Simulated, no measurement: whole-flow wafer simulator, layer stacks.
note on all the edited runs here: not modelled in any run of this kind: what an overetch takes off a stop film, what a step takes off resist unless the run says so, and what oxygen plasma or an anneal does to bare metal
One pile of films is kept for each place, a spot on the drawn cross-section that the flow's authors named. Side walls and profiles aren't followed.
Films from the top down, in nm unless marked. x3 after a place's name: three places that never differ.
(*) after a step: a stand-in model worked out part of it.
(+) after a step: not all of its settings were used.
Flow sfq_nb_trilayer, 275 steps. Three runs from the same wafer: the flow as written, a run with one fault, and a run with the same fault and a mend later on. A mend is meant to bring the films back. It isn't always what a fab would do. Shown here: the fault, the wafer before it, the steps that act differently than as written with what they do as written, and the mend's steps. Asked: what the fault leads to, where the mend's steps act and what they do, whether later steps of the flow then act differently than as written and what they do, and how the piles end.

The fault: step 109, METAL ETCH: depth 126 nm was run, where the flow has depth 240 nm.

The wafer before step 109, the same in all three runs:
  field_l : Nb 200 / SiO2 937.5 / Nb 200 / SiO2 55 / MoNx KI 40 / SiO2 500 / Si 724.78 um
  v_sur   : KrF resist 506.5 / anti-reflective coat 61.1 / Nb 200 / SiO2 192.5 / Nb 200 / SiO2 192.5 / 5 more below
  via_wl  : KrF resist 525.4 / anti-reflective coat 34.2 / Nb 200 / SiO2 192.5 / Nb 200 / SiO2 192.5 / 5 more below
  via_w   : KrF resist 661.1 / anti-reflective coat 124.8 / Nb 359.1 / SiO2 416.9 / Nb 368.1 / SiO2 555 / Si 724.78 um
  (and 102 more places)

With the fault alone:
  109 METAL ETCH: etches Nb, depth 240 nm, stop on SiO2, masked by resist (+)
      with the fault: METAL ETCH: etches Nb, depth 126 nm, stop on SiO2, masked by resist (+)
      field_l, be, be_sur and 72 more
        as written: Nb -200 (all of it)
        with the fault: Nb -126
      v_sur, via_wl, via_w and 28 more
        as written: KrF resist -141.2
        with the fault: KrF resist -74.1
  Later steps of the flow that act differently than as written:
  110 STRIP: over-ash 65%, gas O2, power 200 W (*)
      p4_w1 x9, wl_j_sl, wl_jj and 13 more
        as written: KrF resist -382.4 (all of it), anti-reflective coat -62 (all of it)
        with the fault: KrF resist -449.4 (all of it), anti-reflective coat -62 (all of it)
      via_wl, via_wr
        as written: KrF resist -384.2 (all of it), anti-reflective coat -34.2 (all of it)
        with the fault: KrF resist -451.3 (all of it), anti-reflective coat -34.2 (all of it)
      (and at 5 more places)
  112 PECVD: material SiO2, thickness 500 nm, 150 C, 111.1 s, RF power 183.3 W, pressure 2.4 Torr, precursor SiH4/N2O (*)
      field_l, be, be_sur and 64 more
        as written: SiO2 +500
        with the fault: SiO2 +500 (new film)
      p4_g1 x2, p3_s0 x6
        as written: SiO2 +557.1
        with the fault: SiO2 +500 (new film)
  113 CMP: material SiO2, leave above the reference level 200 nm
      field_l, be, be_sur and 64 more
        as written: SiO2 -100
        with the fault: SiO2 -174
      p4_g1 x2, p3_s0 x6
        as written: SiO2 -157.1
        with the fault: SiO2 -174
  At the end the piles differ from the flow's by more than 2% or 0.5 nm, whichever is larger, at field_l, be, be_sur and 72 more.
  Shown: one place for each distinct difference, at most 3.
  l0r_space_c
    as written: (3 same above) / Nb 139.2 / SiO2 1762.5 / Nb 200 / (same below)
    with the fault: (3 same above) / Nb 139.2 / SiO2 711 / Nb 74 / SiO2 977.5 / Nb 200 / (same below)
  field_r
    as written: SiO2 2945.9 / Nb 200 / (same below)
    with the fault: SiO2 1894.4 / Nb 74 / SiO2 977.5 / Nb 200 / (same below)
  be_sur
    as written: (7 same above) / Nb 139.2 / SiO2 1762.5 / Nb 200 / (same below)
    with the fault: (7 same above) / Nb 139.2 / SiO2 711 / Nb 74 / SiO2 977.5 / Nb 200 / (same below)

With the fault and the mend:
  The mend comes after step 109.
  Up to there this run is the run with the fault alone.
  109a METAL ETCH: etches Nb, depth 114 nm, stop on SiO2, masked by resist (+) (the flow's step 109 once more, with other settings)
      field_l, be, be_sur and 72 more
        Nb -74 (all of it)
      v_sur, via_wl, via_w and 28 more
        KrF resist -65.3
  No later step of the flow acts differently than as written, at any place that is followed, by more than 2% or 0.5 nm, whichever is larger.
  At the end the piles are the same as the flow's at every place that both follow.
